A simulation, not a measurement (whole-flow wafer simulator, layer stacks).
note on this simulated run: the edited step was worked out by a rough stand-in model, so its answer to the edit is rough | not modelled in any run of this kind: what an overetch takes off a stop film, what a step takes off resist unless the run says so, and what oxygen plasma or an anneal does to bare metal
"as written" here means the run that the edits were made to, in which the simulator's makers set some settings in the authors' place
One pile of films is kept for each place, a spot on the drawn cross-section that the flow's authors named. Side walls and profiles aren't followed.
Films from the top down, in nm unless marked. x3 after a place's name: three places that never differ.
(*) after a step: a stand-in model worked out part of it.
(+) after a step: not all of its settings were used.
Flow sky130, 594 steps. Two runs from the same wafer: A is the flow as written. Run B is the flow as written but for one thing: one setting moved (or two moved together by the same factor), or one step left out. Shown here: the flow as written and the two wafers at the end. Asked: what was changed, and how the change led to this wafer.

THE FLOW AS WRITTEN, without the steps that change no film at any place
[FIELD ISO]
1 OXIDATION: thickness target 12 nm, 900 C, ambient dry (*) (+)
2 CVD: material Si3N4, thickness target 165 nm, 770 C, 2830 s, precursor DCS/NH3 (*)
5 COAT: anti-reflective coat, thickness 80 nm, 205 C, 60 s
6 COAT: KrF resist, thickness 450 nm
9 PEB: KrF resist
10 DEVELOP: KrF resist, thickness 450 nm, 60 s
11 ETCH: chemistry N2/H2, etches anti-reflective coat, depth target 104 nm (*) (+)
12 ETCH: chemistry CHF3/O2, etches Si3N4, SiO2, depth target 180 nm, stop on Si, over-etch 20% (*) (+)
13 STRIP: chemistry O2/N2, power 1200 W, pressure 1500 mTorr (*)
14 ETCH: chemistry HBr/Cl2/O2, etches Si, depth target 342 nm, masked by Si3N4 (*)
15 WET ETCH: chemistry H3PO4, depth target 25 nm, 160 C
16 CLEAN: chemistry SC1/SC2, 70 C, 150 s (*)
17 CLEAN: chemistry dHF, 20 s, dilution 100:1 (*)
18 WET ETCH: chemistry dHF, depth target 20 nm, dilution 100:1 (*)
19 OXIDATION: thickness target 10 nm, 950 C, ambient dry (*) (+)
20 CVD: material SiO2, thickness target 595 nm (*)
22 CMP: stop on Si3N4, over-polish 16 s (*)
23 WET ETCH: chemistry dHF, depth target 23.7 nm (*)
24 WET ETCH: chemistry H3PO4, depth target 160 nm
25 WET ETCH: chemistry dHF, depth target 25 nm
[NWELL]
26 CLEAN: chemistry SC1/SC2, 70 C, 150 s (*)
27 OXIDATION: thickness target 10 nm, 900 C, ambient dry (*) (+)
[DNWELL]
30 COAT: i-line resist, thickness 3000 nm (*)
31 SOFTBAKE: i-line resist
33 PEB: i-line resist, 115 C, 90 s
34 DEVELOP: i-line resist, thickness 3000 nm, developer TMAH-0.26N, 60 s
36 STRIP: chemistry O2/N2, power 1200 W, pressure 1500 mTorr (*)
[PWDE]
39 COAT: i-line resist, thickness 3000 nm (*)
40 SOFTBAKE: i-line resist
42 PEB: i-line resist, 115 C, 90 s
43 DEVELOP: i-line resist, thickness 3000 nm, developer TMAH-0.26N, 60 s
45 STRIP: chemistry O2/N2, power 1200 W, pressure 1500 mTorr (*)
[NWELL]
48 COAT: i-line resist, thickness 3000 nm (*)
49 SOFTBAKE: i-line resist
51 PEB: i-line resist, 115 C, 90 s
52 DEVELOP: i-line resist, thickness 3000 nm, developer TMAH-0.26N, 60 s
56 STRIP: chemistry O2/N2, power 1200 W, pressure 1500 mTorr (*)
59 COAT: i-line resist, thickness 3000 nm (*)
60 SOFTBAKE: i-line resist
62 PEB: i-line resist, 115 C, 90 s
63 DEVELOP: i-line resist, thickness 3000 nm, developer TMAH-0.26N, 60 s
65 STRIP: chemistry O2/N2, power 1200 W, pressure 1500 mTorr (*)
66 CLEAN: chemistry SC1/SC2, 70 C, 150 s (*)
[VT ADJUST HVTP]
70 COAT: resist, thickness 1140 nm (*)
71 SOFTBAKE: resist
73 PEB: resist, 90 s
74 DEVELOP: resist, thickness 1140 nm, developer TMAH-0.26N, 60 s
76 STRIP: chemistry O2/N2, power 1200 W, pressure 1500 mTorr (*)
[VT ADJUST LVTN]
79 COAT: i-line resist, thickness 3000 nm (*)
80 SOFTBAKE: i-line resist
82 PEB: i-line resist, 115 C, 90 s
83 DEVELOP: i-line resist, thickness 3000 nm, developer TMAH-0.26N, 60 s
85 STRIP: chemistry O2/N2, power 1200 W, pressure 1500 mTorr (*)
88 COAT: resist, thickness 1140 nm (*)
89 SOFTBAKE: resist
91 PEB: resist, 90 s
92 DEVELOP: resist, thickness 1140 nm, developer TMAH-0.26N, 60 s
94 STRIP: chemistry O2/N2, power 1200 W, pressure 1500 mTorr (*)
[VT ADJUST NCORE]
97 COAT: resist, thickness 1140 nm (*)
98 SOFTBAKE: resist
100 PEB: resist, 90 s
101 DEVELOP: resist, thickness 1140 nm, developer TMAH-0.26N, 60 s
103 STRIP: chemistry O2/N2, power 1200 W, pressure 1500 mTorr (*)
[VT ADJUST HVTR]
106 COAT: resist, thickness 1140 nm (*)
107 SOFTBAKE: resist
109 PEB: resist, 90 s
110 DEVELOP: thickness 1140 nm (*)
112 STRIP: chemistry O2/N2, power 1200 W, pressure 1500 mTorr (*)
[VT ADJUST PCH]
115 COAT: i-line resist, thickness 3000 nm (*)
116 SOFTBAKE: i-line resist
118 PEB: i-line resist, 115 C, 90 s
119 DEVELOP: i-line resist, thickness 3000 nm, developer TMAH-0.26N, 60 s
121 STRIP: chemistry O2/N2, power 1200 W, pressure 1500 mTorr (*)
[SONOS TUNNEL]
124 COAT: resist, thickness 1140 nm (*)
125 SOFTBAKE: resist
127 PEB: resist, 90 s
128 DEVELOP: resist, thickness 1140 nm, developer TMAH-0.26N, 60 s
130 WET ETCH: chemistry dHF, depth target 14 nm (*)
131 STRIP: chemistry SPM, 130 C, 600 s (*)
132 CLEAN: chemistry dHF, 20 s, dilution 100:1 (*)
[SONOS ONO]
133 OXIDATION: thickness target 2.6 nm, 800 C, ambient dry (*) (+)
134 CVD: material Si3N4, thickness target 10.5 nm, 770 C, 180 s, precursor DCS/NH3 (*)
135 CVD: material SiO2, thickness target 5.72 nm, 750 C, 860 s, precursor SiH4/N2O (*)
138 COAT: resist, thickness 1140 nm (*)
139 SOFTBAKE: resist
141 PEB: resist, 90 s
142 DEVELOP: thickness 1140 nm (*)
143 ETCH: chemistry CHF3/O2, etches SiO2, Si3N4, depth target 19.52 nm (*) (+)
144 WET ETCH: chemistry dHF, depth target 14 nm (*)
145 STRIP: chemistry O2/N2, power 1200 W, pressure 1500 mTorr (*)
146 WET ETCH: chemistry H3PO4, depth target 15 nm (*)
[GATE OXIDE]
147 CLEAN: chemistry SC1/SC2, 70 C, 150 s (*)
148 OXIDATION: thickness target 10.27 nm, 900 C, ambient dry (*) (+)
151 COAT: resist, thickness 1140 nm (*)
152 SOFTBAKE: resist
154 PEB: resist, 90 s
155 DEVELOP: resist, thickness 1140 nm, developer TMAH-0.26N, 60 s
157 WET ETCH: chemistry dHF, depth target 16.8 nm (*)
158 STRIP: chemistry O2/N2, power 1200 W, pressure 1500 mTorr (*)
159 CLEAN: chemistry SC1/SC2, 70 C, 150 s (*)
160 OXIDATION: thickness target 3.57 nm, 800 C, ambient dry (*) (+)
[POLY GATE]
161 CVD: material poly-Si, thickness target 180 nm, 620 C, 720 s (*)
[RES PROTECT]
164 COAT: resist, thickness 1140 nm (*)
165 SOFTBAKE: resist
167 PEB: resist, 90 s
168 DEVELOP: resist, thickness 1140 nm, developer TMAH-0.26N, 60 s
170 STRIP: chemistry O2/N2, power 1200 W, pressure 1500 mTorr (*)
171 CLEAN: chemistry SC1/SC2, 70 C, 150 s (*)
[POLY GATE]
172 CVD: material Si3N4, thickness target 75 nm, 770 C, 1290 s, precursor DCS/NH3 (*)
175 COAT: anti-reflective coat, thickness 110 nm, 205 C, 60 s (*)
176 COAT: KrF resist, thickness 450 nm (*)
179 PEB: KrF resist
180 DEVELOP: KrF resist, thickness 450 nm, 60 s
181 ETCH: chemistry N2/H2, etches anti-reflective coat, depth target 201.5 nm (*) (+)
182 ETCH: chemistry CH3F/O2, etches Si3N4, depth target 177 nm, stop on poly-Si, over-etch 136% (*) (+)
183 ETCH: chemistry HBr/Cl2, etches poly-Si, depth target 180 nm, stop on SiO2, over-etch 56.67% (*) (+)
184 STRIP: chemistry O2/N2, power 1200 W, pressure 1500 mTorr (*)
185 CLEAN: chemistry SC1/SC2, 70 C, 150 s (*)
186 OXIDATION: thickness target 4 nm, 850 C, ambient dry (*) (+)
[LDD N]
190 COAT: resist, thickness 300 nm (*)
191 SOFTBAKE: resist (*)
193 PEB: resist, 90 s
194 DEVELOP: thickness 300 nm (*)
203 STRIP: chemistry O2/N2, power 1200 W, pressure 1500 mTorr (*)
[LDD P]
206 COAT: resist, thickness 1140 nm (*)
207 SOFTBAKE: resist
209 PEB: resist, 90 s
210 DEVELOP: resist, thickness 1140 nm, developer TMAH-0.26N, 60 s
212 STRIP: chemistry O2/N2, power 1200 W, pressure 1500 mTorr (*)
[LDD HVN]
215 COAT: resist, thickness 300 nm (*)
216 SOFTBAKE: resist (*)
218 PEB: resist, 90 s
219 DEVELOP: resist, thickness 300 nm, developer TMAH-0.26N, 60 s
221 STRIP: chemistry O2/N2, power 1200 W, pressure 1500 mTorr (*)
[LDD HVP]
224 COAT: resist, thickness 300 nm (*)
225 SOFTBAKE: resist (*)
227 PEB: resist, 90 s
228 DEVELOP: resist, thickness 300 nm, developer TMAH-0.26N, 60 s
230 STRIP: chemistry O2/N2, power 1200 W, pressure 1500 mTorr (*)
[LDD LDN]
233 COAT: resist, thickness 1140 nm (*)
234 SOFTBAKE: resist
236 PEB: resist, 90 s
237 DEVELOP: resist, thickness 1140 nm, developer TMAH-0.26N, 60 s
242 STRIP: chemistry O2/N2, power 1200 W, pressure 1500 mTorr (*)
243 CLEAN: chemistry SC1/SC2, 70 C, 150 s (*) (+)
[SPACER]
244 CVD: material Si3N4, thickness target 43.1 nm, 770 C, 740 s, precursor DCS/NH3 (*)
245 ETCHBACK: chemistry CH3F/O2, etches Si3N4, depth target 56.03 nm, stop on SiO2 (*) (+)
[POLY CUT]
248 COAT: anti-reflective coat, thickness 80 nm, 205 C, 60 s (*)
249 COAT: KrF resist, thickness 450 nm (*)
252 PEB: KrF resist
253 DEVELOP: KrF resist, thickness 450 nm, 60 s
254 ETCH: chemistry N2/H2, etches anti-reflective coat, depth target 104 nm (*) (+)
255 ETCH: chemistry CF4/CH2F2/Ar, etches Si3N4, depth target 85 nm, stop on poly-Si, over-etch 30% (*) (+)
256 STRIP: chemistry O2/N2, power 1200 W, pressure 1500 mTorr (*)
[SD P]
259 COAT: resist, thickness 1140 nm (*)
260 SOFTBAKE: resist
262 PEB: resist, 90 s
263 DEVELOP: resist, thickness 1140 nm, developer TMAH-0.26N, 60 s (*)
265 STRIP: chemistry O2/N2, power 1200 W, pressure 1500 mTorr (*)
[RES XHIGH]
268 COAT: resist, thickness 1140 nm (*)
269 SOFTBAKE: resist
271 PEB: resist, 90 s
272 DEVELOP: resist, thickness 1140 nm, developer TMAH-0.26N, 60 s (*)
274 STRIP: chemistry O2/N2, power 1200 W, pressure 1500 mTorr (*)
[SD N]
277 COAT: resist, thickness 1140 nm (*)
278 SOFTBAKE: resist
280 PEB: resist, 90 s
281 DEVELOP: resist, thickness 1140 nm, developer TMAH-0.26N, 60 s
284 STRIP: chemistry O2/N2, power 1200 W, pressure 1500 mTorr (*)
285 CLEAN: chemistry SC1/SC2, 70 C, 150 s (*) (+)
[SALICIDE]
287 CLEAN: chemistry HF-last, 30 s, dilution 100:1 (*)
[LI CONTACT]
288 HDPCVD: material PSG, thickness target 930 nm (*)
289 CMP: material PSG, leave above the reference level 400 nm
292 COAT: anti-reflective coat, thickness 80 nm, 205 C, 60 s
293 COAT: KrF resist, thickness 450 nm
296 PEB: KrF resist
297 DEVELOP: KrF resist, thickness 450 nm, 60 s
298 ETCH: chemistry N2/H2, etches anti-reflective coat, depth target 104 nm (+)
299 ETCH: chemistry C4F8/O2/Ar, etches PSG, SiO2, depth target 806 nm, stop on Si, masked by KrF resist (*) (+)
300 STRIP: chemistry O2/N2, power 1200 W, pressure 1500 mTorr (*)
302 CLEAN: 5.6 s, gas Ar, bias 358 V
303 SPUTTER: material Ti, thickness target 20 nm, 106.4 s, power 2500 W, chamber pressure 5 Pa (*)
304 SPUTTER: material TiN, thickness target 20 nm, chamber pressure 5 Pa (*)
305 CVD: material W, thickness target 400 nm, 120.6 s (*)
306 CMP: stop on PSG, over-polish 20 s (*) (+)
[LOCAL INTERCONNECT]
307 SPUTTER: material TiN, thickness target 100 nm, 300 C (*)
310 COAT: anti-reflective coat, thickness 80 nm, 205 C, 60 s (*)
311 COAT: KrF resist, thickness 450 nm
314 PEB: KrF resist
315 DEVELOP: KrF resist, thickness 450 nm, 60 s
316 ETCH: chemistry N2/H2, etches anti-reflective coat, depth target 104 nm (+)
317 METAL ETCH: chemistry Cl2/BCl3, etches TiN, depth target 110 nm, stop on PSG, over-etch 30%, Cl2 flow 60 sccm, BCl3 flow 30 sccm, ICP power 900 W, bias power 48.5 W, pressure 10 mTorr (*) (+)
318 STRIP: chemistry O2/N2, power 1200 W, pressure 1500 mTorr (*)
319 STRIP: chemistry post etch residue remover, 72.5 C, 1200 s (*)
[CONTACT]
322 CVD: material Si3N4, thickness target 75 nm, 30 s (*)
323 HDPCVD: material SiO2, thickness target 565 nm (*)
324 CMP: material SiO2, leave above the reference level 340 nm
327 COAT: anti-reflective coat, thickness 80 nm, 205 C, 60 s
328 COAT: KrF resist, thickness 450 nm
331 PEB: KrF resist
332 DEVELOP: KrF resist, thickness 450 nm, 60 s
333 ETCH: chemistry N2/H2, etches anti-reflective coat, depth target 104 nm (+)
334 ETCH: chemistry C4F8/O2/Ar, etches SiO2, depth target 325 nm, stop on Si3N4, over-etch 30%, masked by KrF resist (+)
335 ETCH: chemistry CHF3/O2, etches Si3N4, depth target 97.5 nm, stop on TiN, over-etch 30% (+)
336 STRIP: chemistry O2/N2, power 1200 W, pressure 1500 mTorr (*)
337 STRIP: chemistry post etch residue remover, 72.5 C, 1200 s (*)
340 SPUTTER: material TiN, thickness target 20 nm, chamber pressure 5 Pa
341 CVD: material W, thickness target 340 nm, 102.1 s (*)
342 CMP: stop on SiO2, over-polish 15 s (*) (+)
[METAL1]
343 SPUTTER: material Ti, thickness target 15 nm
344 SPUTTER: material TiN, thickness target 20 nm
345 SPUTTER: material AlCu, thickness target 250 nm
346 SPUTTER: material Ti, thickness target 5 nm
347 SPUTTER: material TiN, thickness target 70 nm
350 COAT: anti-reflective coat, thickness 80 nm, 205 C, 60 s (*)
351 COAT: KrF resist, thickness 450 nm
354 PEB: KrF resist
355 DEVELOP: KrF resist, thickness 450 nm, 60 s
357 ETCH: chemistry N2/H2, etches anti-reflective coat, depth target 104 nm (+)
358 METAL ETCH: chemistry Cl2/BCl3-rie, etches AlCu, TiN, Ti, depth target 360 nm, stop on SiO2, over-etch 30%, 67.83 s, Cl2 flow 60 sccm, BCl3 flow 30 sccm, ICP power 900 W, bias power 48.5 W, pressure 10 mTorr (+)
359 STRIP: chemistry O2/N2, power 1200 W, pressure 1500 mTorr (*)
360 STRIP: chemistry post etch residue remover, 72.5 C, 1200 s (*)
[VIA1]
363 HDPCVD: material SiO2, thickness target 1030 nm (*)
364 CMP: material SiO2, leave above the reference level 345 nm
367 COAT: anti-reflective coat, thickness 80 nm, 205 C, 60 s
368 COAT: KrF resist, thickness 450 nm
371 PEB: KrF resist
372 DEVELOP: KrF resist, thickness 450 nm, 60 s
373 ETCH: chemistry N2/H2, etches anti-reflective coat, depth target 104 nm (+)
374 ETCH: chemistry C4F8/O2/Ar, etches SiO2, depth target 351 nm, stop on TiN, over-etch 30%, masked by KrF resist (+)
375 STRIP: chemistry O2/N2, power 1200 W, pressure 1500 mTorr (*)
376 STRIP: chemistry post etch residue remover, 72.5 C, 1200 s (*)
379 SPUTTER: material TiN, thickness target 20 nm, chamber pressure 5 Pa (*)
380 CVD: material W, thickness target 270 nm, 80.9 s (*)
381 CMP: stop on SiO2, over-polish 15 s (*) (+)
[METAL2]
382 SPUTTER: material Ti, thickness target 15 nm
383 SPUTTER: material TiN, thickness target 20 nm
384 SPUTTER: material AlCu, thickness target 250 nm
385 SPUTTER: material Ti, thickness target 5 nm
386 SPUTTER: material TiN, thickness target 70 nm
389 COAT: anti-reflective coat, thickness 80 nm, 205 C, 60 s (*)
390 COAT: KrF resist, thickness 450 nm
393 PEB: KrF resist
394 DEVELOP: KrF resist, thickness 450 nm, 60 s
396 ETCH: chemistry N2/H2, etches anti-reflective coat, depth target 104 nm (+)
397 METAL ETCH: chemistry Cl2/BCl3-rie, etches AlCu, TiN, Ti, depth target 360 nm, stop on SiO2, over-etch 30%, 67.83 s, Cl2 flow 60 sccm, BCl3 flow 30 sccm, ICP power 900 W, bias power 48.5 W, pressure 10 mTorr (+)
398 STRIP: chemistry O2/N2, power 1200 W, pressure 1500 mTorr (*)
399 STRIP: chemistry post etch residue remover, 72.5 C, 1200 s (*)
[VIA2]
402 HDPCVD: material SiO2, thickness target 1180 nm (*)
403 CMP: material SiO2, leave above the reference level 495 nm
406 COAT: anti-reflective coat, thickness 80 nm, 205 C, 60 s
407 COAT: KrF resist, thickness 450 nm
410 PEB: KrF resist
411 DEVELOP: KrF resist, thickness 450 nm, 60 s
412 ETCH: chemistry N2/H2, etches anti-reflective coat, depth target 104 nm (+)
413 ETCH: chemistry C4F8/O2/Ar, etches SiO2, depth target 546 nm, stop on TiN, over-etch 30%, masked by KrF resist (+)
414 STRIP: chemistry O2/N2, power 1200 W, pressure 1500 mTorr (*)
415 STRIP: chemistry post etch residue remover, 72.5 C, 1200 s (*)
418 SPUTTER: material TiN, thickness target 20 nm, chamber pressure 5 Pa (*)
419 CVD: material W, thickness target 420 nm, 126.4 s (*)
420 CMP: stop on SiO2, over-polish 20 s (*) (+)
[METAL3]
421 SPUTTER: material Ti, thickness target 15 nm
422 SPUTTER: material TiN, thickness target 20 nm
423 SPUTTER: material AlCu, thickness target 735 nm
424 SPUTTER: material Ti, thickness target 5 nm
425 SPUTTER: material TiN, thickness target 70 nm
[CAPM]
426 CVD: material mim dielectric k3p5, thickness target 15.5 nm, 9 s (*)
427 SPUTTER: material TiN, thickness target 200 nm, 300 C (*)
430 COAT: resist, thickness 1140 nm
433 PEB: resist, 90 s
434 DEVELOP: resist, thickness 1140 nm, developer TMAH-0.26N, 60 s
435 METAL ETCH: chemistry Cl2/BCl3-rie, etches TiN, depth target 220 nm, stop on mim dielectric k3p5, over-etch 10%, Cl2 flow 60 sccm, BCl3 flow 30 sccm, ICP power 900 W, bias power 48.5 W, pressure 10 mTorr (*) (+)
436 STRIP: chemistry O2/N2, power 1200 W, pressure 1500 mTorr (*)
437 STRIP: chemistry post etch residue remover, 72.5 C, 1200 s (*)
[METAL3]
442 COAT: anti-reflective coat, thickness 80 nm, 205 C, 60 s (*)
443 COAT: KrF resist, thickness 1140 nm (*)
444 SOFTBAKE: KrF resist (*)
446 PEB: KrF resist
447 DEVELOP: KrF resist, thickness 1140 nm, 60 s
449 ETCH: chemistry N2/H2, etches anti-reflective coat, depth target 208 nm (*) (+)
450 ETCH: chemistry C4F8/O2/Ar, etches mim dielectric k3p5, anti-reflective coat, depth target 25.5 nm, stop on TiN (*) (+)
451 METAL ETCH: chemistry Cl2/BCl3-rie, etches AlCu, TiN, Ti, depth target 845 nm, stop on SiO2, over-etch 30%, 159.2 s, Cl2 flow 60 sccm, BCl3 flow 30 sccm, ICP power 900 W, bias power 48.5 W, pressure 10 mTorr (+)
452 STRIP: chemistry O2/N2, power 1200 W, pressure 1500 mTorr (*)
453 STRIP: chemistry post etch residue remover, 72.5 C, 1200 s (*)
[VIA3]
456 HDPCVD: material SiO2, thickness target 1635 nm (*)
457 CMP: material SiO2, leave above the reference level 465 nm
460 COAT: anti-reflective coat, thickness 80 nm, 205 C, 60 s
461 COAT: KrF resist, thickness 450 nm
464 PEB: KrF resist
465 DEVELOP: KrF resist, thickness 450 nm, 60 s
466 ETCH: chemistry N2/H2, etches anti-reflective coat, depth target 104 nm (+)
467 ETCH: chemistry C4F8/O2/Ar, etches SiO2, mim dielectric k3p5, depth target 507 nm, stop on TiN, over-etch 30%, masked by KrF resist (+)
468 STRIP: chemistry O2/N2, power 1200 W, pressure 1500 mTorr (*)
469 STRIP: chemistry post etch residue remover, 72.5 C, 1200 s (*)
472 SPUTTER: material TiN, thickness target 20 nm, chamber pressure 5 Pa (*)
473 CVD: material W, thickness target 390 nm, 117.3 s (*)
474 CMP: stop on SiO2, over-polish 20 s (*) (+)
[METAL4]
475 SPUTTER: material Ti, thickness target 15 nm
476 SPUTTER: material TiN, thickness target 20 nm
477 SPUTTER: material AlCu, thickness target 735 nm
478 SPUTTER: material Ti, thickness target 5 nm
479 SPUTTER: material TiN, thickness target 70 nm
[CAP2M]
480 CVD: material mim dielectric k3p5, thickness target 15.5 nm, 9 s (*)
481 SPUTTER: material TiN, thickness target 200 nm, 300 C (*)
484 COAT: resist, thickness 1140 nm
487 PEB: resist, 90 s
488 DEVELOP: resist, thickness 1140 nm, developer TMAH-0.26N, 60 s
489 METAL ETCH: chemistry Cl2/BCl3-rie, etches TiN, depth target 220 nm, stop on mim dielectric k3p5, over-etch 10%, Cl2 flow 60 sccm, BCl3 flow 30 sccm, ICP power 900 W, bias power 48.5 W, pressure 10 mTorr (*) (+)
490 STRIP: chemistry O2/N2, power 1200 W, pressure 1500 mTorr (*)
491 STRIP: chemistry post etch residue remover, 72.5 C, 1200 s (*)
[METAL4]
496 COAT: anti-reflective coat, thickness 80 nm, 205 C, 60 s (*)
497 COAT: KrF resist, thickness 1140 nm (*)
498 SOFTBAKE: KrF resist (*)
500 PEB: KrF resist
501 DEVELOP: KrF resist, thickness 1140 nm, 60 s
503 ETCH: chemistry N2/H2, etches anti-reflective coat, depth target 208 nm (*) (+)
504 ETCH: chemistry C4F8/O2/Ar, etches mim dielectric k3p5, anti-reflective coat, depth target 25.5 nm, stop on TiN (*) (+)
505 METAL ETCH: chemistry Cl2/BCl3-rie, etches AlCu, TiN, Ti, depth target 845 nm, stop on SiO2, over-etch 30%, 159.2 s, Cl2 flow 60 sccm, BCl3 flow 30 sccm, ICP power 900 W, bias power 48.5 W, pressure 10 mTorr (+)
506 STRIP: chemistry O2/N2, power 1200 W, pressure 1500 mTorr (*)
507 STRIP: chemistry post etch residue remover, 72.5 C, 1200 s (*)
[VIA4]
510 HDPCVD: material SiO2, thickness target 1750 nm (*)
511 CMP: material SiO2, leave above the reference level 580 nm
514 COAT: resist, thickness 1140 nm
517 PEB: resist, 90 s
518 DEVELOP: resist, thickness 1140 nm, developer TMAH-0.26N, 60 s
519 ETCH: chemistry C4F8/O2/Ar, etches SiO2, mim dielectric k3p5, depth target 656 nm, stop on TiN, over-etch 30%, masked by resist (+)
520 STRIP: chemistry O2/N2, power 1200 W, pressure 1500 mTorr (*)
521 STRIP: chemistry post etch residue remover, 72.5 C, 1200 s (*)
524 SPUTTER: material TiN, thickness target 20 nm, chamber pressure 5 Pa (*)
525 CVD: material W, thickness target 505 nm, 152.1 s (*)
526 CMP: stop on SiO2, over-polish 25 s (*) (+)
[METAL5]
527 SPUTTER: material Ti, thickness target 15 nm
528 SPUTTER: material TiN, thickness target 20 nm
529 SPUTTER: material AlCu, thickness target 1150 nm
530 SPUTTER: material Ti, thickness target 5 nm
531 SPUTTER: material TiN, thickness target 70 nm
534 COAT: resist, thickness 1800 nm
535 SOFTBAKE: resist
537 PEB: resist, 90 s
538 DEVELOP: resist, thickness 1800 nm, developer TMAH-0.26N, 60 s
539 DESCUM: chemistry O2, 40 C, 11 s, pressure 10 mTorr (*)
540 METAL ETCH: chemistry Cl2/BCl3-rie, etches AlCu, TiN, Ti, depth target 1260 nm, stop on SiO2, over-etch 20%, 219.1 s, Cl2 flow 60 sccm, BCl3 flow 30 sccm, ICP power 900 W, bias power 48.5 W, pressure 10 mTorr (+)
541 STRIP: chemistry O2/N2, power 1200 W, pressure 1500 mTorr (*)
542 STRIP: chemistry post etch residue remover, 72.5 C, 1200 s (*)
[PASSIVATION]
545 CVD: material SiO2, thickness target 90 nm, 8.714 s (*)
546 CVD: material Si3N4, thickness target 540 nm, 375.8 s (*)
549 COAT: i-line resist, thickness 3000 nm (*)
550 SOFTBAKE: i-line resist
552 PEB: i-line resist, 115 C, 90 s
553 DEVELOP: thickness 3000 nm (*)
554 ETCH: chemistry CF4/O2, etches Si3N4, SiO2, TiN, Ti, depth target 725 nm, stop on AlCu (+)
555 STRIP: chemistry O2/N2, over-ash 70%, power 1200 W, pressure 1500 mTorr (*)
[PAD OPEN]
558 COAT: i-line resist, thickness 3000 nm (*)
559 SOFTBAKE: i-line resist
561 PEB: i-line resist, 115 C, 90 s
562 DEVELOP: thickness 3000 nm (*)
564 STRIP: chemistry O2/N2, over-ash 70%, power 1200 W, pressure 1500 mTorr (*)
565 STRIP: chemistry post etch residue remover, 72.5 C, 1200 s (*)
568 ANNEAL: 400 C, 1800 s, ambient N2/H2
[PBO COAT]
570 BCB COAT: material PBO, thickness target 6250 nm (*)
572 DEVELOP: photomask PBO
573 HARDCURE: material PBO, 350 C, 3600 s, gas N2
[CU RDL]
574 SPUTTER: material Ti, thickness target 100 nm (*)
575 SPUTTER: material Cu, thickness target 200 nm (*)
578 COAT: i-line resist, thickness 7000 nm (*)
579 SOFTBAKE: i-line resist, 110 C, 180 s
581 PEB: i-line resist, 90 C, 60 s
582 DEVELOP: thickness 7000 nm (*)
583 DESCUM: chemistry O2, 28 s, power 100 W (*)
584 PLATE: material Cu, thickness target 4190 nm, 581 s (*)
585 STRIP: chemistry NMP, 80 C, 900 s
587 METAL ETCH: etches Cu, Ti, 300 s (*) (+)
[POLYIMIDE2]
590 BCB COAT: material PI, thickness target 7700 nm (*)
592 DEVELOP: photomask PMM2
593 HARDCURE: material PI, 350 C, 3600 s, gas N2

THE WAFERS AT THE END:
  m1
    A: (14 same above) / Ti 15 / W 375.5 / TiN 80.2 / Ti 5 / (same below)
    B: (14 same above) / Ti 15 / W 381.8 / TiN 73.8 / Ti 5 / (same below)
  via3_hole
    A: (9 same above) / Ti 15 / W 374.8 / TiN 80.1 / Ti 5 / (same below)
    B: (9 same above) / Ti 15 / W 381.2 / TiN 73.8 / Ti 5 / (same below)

The cause: step 472, SPUTTER: thickness target 8 nm was run, where the flow has thickness target 20 nm.

How the change led to this, step by step:
  472 SPUTTER: material TiN, thickness target 20 nm, chamber pressure 5 Pa (*)
      field, active, n_well and 187 more: A TiN +20 (new film) | B TiN +8 (new film)
      m1, via3_hole: A TiN +10.6 | B TiN +4.24
  474 CMP: stop on SiO2, over-polish 20 s (*) (+)
      field, active, n_well and 187 more: A W -390 (all of it), TiN -20 (all of it), SiO2 -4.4 | B W -390 (all of it), TiN -8 (all of it), SiO2 -4.4
      m1, via3_hole: A W -415 | B W -403
